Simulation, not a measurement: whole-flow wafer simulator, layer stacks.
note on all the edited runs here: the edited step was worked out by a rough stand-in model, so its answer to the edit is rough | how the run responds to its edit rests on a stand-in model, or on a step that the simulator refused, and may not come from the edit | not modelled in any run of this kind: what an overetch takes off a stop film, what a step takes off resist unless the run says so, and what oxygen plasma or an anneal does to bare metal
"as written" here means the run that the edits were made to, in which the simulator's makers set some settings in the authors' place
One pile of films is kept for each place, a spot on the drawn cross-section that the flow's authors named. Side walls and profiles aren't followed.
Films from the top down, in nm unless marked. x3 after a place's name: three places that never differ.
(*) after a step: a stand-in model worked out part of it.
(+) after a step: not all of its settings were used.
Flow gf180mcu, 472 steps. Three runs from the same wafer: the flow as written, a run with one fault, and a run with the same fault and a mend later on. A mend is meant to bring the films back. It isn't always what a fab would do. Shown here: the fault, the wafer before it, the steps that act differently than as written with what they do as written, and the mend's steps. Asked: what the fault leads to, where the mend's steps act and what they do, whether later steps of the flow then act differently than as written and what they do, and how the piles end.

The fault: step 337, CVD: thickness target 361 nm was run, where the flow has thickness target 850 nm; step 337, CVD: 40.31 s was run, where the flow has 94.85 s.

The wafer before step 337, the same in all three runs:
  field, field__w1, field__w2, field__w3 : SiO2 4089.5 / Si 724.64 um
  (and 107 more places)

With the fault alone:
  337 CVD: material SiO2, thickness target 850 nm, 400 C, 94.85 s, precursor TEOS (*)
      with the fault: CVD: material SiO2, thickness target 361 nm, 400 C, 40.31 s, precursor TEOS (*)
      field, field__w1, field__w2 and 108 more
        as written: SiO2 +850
        with the fault: SiO2 +371.5
  Later steps of the flow that act differently than as written (1 more step differs only slightly, by at most 2% or 0.5 nm, whichever is larger, and isn't shown):
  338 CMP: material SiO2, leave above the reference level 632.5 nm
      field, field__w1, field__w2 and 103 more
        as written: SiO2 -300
        with the fault: nothing
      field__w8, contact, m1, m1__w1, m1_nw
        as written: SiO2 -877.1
        with the fault: SiO2 -398.6
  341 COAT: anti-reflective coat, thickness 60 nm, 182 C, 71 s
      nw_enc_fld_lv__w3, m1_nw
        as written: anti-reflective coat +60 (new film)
        with the fault: anti-reflective coat +38.9 (new film)
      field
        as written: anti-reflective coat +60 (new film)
        with the fault: anti-reflective coat +140.5 (new film)
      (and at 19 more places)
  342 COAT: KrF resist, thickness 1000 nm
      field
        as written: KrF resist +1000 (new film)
        with the fault: KrF resist +966 (new film)
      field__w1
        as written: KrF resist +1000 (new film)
        with the fault: KrF resist +972.2 (new film)
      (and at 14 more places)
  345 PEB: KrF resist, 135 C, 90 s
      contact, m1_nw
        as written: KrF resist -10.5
        with the fault: KrF resist -9
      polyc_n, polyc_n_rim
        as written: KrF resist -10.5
        with the fault: KrF resist -12.3
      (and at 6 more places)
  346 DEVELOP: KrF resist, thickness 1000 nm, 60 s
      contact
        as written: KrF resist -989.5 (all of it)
        with the fault: KrF resist -893.1 (all of it)
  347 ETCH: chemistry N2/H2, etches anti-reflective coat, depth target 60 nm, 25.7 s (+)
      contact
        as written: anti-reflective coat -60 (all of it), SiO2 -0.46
        with the fault: anti-reflective coat -19.5 (all of it), SiO2 -1.5
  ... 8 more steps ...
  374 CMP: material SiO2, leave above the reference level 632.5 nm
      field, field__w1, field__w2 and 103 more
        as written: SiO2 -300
        with the fault: SiO2 -287.7
  At the end the piles differ from the flow's by more than 2% or 0.5 nm, whichever is larger, at field, field__w1, field__w2 and 109 more.
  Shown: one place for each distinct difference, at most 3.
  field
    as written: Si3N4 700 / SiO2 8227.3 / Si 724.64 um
    with the fault: Si3N4 700 / SiO2 3603.9 / W 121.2 / TiN 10 / Ti 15 / SiO2 4461 / Si 724.64 um
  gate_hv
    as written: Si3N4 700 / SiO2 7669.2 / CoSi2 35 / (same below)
    with the fault: Si3N4 700 / SiO2 3603.9 / W 121.2 / TiN 10 / Ti 15 / SiO2 3902.9 / CoSi2 35 / (same below)
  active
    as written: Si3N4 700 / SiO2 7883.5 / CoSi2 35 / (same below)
    with the fault: Si3N4 700 / SiO2 3603.9 / W 121.2 / TiN 10 / Ti 15 / SiO2 4117.2 / CoSi2 35 / (same below)

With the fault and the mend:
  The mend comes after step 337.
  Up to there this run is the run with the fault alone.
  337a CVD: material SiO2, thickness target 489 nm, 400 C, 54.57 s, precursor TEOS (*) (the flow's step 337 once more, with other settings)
      field, field__w1, field__w2 and 108 more
        SiO2 +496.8
  Later steps of the flow that act differently than as written:
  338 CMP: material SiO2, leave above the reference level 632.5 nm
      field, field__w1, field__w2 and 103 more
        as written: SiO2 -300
        with the mend: SiO2 -318.3
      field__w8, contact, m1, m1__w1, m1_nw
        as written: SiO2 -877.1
        with the mend: SiO2 -895.4
  At the end the piles are the same as the flow's at every place that both follow.
